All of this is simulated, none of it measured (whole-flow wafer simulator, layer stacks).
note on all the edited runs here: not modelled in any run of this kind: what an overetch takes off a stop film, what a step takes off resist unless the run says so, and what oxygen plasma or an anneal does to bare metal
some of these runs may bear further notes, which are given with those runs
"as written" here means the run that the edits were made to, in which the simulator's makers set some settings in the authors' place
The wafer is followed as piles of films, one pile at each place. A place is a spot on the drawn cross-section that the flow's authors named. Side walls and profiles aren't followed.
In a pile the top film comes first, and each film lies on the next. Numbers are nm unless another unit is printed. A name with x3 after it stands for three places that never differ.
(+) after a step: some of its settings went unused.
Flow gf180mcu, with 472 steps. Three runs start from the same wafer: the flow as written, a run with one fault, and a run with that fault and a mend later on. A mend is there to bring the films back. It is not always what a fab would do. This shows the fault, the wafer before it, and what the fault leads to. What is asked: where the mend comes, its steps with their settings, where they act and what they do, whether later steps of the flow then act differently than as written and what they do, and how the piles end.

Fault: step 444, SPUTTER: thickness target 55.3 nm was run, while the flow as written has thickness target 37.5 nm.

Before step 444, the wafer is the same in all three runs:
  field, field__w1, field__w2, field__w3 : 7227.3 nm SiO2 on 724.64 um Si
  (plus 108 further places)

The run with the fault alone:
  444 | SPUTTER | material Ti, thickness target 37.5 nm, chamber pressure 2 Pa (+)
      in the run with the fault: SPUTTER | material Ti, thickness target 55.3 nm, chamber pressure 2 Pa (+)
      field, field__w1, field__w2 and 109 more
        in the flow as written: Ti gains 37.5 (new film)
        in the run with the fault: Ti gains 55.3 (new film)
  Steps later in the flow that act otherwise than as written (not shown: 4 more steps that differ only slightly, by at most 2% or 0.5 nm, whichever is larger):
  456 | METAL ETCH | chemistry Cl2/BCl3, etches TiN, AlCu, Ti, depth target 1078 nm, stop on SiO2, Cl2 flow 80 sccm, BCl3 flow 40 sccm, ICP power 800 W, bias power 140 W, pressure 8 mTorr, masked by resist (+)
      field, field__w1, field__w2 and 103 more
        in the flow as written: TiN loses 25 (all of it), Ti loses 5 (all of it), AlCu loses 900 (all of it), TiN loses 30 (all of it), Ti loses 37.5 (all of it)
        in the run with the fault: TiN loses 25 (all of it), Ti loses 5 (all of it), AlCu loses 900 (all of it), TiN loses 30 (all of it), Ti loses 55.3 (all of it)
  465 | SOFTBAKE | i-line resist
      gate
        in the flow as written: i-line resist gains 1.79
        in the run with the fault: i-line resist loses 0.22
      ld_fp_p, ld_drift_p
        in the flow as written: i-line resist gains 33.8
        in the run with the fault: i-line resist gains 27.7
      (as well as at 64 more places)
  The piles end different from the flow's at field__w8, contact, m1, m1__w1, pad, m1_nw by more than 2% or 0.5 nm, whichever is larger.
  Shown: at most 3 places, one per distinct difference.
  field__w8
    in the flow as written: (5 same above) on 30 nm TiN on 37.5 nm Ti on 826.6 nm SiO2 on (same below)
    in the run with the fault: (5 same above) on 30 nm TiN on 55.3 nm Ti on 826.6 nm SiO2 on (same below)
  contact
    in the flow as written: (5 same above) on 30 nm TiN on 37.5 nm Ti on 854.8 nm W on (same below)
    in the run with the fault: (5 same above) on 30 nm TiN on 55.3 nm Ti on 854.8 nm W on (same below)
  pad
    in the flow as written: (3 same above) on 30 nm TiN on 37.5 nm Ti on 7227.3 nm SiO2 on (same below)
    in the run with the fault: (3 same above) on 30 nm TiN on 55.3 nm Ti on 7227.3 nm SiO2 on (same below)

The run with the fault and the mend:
  The mend stands after step 444.
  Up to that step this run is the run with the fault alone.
  444a | METAL ETCH | chemistry Cl2/BCl3, etches TiN, AlCu, Ti, depth target 17.8 nm, Cl2 flow 80 sccm, BCl3 flow 40 sccm, ICP power 800 W, bias power 140 W, pressure 8 mTorr (the flow's step 260 again, with other settings)
      field, field__w1, field__w2 and 109 more
        Ti loses 17.8
  None of the later steps of the flow acts differently than as written at any place that is followed.
  By the end, the piles equal the flow's at every place that both follow.
